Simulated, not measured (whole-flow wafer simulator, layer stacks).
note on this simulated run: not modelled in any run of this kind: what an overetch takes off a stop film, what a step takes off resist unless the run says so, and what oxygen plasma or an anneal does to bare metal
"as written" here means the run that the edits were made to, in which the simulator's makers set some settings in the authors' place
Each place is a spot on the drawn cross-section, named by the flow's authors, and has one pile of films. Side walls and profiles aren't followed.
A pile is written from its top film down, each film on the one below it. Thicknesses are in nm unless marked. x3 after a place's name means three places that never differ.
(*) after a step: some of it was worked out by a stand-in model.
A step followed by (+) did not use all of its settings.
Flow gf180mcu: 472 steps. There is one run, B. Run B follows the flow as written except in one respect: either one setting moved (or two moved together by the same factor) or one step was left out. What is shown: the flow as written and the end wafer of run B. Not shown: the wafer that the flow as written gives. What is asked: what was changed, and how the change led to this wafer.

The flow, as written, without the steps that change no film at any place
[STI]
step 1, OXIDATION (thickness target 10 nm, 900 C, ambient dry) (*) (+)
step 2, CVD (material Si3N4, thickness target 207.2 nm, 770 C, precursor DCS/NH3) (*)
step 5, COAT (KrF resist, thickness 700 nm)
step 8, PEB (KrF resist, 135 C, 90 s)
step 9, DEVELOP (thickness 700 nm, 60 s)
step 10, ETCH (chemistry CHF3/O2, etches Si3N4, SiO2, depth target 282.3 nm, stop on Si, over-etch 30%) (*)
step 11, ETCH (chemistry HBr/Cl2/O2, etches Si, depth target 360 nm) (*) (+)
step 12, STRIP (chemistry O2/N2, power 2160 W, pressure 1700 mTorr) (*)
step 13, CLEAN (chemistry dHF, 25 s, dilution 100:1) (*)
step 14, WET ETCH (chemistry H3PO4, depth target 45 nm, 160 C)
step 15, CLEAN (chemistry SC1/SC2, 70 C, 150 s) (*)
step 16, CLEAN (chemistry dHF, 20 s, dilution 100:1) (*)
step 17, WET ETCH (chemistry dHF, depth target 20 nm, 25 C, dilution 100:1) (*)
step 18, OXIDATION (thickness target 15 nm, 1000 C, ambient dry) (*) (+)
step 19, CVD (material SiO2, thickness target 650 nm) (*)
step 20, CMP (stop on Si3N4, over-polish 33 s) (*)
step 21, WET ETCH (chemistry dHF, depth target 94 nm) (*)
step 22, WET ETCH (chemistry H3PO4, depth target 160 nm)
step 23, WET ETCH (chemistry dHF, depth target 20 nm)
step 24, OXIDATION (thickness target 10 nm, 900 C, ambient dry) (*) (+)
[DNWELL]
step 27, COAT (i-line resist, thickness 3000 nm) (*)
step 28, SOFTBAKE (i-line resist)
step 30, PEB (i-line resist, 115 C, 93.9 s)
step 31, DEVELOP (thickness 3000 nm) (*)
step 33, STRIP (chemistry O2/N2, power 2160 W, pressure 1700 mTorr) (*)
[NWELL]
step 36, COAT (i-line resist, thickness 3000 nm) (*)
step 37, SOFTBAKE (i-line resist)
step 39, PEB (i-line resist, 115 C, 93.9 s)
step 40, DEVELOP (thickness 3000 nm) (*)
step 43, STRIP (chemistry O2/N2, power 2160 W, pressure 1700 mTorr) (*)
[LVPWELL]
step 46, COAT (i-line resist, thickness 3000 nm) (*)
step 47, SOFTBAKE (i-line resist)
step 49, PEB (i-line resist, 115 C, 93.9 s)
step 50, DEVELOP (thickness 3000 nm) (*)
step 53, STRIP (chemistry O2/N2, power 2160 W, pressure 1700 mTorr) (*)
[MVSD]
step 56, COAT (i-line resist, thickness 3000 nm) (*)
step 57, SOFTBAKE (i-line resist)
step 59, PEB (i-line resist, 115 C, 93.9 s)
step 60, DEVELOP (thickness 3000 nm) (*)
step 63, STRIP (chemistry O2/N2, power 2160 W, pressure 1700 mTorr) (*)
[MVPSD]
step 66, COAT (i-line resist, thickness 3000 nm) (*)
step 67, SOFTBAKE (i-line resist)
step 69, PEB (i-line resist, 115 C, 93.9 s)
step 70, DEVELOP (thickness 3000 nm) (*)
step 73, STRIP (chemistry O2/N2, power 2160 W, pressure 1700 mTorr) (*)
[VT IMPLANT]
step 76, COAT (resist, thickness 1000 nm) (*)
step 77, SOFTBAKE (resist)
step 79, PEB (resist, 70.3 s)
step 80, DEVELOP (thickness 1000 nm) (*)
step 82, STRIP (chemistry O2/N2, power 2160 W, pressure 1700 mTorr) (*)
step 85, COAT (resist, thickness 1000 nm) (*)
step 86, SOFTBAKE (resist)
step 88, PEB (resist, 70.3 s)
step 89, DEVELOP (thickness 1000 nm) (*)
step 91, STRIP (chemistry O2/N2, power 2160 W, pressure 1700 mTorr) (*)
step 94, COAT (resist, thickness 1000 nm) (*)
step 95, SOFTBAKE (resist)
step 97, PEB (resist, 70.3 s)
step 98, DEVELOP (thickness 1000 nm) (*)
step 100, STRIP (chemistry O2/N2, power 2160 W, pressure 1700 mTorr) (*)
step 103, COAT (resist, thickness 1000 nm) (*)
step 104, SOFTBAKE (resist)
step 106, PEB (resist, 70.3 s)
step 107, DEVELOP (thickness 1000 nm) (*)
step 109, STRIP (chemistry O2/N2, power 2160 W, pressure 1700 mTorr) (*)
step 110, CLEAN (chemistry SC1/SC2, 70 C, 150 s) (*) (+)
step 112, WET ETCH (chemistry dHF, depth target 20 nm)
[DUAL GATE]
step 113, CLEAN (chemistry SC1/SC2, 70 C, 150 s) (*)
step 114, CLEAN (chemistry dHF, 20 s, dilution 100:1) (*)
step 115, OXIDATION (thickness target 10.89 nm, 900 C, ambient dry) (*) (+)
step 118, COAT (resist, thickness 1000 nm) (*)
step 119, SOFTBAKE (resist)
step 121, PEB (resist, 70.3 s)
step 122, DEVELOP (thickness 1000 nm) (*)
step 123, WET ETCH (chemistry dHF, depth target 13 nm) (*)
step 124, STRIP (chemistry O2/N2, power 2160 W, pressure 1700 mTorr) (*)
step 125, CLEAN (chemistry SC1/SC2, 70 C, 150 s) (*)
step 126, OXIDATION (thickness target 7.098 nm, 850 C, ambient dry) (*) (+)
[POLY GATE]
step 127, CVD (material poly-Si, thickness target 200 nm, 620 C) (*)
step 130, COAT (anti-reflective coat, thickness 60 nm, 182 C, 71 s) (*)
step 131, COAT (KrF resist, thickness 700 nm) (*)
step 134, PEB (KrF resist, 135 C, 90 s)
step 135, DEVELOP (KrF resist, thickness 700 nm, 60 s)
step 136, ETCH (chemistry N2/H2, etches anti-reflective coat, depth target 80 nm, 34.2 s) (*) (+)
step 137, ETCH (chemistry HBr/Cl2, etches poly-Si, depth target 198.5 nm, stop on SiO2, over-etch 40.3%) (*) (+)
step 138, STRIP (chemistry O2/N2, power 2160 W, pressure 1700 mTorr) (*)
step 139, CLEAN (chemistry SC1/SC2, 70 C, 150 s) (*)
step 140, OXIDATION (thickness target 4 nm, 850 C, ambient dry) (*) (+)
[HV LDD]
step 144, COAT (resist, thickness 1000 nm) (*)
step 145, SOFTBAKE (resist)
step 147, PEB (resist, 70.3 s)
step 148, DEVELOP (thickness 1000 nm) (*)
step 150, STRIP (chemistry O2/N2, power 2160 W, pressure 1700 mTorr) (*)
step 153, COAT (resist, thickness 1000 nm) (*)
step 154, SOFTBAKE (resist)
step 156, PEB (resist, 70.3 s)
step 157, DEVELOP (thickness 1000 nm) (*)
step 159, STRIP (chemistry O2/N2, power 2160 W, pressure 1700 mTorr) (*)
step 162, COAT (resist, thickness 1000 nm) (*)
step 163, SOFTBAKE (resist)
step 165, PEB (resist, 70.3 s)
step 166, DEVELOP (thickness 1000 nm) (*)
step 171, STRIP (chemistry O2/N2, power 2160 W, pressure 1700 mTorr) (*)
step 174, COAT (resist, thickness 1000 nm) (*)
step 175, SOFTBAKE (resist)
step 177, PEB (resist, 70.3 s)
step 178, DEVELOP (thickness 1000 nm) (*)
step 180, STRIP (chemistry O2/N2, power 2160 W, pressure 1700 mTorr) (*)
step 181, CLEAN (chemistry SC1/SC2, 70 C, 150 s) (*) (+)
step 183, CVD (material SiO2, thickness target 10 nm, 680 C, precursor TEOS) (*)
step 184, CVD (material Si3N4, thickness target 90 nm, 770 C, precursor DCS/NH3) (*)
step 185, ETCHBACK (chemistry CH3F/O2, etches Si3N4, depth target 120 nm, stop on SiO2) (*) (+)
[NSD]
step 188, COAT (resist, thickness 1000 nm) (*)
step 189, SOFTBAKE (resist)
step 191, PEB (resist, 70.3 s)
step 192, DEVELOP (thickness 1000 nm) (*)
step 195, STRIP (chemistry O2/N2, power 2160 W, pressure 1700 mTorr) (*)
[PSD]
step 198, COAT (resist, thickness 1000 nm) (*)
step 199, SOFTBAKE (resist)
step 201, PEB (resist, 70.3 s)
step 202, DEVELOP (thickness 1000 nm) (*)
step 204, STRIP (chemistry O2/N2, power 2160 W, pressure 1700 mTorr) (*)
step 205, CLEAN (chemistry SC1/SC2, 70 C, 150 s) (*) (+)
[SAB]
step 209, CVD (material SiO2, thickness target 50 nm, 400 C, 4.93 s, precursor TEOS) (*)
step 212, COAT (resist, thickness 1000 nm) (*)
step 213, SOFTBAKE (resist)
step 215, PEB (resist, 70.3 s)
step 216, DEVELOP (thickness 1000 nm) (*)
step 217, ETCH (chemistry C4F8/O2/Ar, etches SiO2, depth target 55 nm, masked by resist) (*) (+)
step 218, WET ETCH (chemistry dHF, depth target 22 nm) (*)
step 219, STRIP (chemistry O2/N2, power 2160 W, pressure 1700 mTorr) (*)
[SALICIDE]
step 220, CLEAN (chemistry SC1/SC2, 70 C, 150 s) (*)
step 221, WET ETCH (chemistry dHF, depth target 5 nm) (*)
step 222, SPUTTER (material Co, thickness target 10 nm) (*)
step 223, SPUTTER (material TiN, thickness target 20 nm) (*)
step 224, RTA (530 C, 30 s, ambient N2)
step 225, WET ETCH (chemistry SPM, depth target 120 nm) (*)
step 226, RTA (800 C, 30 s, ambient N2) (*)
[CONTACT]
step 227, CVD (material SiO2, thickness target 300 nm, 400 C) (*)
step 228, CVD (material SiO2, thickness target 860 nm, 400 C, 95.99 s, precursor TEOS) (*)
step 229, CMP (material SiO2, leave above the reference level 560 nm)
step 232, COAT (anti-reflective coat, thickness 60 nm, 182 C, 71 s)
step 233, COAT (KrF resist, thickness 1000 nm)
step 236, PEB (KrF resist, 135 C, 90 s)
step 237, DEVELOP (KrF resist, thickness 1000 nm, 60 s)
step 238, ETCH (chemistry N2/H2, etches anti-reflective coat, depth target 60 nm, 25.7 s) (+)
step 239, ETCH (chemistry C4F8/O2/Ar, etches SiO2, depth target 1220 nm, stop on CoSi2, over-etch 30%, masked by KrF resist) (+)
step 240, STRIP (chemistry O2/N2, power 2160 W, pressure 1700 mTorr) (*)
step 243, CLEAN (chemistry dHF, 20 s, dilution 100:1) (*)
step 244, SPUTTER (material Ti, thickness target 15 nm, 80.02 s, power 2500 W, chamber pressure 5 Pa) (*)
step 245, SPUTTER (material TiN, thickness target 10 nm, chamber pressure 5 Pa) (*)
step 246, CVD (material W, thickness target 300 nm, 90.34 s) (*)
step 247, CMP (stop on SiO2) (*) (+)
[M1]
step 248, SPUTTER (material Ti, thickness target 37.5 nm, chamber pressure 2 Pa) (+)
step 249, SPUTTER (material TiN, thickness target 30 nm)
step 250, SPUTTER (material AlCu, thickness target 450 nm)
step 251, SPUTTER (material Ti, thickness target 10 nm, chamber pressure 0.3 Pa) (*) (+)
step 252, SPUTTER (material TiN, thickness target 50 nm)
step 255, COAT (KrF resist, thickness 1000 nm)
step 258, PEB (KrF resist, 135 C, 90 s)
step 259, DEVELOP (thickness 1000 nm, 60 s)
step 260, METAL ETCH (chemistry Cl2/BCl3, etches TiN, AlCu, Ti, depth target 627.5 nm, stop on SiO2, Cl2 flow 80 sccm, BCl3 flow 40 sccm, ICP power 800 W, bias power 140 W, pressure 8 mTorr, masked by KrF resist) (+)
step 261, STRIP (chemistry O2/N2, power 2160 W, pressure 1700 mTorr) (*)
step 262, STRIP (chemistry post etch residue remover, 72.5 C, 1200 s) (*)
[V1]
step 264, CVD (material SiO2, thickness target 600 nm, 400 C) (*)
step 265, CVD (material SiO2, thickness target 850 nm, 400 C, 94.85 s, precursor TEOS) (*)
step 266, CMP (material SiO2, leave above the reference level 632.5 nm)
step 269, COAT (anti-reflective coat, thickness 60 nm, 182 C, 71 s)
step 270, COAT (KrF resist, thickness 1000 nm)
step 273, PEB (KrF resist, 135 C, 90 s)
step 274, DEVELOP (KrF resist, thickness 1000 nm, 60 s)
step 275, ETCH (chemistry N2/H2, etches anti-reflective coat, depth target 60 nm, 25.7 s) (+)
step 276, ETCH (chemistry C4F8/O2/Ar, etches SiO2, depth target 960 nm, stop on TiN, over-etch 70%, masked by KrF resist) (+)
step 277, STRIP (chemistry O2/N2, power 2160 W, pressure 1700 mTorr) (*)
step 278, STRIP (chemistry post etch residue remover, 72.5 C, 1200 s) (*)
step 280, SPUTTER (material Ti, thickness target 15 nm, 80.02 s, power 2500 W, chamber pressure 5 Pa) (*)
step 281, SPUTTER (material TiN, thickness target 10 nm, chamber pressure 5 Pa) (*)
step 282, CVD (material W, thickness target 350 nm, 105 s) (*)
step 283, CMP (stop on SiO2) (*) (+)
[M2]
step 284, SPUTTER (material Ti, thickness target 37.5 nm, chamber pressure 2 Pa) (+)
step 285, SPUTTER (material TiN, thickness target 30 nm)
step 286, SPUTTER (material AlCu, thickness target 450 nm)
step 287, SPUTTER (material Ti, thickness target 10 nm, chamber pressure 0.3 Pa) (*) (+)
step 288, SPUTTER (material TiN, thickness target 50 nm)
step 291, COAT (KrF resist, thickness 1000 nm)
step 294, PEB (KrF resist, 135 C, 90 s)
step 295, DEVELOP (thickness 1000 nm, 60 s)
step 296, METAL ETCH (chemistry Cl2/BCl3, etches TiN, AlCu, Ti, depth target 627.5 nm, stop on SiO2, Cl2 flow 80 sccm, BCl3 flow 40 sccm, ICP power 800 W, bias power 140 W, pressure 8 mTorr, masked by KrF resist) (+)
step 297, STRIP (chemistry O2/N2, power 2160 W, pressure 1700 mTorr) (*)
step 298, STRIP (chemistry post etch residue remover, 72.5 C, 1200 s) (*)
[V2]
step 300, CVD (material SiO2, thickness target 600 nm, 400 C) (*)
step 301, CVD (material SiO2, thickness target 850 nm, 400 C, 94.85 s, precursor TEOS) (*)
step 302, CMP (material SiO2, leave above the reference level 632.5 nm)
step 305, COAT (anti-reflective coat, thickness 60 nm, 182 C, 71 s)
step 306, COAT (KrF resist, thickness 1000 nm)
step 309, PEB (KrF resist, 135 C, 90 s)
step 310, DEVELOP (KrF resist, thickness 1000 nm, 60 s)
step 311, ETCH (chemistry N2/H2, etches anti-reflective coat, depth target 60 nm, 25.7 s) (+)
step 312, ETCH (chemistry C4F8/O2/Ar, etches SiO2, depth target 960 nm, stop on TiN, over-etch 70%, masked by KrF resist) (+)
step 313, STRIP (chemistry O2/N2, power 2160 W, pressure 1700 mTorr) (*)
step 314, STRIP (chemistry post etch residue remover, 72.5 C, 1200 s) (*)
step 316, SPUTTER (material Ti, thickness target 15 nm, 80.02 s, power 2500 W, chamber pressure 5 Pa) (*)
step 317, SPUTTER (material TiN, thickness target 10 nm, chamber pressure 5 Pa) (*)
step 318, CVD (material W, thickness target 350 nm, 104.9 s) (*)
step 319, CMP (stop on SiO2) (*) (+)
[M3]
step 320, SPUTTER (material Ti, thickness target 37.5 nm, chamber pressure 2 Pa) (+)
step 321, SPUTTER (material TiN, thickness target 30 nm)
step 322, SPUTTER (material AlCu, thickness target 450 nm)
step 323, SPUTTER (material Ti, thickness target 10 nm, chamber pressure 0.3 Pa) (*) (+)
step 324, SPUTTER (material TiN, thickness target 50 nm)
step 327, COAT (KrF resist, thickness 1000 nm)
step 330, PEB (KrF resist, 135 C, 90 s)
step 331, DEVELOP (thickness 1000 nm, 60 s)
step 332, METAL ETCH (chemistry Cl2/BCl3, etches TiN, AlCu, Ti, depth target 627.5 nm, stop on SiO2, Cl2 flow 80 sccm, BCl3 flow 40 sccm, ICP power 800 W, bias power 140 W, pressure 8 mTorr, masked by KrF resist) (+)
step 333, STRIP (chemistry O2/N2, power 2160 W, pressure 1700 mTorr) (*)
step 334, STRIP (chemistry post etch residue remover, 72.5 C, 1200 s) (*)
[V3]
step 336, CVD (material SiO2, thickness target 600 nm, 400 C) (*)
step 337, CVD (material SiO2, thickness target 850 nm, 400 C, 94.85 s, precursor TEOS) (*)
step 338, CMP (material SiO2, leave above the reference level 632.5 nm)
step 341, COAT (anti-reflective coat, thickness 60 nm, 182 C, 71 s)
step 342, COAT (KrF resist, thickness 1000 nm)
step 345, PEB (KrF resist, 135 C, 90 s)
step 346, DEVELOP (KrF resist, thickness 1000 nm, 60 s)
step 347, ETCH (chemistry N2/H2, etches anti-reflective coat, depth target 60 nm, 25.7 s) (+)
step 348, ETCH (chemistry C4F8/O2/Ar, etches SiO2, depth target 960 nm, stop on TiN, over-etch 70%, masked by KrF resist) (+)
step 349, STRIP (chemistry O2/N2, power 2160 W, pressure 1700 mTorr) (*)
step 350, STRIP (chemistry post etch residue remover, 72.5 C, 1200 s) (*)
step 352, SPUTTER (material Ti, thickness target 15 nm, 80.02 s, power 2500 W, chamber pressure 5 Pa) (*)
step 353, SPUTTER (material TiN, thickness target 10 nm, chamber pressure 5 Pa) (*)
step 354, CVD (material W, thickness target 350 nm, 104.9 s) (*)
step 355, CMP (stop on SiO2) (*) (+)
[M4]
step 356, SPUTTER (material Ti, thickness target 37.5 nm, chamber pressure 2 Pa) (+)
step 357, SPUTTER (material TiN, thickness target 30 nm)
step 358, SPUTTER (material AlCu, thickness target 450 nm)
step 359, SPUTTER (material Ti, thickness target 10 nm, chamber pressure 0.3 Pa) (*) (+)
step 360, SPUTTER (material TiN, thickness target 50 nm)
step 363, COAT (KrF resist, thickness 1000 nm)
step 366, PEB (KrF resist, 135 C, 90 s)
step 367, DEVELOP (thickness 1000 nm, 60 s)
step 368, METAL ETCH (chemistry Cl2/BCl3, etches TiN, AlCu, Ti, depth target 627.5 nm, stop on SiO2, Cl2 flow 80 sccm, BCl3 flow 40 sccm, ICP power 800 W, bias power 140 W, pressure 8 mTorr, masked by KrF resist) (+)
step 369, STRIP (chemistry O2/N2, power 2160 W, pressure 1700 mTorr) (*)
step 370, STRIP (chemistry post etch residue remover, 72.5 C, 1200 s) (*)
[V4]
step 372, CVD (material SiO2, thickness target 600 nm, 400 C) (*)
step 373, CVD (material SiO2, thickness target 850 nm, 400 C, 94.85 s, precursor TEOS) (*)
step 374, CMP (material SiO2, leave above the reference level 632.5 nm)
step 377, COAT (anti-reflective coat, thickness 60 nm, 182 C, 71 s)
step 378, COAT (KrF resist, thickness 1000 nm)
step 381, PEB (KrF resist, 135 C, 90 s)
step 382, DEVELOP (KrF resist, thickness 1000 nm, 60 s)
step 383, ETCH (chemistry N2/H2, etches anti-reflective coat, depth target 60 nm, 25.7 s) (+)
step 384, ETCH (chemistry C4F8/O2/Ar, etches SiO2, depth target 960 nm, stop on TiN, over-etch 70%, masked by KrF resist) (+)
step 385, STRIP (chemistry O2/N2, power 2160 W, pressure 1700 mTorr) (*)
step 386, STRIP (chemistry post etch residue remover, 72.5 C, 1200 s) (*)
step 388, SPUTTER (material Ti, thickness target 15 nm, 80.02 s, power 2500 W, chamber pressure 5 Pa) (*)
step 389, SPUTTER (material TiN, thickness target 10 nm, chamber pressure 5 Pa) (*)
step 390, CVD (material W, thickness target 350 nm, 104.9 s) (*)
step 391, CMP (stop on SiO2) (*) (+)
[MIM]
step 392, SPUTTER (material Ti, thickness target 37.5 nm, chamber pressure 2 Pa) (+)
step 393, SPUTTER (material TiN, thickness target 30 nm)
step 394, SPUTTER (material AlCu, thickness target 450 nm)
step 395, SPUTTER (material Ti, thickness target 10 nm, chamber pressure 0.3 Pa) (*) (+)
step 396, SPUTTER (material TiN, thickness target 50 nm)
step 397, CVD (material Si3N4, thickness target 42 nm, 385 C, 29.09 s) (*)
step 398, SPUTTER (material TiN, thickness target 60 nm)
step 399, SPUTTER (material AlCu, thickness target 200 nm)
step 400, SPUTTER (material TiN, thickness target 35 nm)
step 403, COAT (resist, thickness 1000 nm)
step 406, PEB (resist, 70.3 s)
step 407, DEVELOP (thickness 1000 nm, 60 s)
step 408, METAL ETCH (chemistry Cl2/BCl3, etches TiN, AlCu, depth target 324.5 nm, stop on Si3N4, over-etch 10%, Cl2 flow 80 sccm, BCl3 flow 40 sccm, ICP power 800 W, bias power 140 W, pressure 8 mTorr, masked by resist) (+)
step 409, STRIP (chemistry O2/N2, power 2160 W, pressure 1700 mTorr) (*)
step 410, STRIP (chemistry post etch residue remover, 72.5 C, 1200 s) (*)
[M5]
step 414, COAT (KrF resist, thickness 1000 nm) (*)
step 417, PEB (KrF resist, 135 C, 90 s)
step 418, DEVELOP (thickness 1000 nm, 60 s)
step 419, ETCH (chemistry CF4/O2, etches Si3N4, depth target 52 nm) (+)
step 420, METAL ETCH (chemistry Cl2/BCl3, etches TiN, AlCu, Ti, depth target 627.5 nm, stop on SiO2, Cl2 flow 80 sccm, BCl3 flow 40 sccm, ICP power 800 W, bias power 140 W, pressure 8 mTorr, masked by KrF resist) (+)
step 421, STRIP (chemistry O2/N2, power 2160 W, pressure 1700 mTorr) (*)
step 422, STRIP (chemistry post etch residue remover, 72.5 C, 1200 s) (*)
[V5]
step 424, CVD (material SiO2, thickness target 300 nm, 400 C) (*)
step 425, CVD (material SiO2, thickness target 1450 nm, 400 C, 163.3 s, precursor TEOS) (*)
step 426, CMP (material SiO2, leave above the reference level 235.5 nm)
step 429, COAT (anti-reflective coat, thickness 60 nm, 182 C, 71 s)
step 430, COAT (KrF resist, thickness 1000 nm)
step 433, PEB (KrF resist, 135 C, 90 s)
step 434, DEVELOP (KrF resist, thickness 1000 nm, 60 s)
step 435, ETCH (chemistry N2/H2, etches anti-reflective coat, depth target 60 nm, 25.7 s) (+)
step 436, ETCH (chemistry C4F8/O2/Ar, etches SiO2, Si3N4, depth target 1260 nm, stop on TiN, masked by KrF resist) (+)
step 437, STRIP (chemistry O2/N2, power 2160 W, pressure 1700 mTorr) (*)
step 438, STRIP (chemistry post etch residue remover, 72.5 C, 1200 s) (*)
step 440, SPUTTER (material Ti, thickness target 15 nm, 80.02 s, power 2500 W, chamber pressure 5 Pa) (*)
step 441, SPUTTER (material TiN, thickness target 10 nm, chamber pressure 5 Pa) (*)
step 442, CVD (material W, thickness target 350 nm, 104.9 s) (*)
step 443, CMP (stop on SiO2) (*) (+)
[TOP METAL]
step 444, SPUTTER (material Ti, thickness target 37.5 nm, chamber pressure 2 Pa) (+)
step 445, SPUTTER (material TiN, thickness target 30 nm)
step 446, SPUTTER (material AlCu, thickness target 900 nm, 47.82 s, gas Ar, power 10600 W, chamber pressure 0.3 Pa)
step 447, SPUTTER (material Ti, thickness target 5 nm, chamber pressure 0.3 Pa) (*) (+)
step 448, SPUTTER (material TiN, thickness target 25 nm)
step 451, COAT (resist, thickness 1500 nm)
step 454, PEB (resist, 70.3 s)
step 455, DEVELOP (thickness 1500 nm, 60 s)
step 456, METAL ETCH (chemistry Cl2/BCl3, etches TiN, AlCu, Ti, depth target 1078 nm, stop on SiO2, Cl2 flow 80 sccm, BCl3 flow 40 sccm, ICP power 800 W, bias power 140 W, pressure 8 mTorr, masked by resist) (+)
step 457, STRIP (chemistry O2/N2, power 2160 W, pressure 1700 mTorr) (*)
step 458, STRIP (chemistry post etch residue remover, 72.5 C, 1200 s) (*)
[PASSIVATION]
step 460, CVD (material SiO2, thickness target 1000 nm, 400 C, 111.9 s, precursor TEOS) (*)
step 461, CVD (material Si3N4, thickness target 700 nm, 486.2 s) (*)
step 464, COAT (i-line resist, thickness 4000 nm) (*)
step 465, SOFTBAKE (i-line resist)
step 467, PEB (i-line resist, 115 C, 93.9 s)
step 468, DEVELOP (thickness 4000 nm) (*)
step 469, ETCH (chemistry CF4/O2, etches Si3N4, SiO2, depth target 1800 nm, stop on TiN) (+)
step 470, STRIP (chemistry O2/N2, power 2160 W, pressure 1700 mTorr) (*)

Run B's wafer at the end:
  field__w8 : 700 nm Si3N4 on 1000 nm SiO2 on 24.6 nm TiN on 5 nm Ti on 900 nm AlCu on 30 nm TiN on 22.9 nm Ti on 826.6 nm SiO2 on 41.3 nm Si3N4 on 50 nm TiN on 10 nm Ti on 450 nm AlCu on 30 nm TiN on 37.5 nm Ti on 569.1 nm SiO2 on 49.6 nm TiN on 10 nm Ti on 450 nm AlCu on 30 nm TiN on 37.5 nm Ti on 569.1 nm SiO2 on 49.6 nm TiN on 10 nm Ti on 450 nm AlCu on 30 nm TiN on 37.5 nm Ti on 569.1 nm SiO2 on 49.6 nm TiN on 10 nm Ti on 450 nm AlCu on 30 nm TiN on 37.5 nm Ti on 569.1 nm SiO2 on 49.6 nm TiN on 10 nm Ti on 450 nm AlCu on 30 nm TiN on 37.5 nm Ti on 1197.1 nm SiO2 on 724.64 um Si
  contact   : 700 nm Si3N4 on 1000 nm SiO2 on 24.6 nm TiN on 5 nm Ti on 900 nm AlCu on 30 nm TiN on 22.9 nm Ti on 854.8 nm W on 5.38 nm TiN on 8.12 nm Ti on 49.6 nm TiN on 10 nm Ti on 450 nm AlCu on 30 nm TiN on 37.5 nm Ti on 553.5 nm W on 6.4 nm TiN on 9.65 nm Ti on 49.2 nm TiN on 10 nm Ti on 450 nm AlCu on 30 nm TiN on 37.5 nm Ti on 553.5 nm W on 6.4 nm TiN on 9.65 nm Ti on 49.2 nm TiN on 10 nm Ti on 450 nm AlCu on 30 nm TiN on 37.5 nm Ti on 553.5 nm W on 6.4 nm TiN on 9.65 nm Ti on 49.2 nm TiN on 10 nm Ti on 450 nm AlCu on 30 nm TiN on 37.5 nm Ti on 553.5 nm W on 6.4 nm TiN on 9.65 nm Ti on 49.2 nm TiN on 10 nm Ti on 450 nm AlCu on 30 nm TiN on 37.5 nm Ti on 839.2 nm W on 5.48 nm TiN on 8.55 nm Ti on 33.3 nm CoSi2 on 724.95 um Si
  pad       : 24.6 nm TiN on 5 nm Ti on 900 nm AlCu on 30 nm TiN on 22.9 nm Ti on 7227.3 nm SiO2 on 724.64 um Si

What caused this: step 444, SPUTTER: thickness target 22.9 nm was run, while the flow as written has thickness target 37.5 nm.
One can read it off the wafer: field__w8 has Ti 22.9, and step 444 as written asks for 37.5 nm.

The path from the change to this, step by step:
  step 444, SPUTTER (material Ti, thickness target 37.5 nm, chamber pressure 2 Pa) (+)
      field, field__w1, field__w2 and 109 more: Ti gains 22.9 (new film) (as written it would have been: Ti gains 37.5 (new film))
  step 456, METAL ETCH (chemistry Cl2/BCl3, etches TiN, AlCu, Ti, depth target 1078 nm, stop on SiO2, Cl2 flow 80 sccm, BCl3 flow 40 sccm, ICP power 800 W, bias power 140 W, pressure 8 mTorr, masked by resist) (+)
      field, field__w1, field__w2 and 103 more: TiN loses 25 (all of it), Ti loses 5 (all of it), AlCu loses 900 (all of it), TiN loses 30 (all of it), Ti loses 22.9 (all of it) (as written it would have been: TiN loses 25 (all of it), Ti loses 5 (all of it), AlCu loses 900 (all of it), TiN loses 30 (all of it), Ti loses 37.5 (all of it))
  step 465, SOFTBAKE (i-line resist)
      field__w2, field_sub__w4: i-line resist gains 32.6 (as written it would have been: i-line resist gains 33.4)
      field__w11, field__w13: i-line resist gains 36.8 (as written it would have been: i-line resist gains 37.6)
      (as well as at 56 more places)
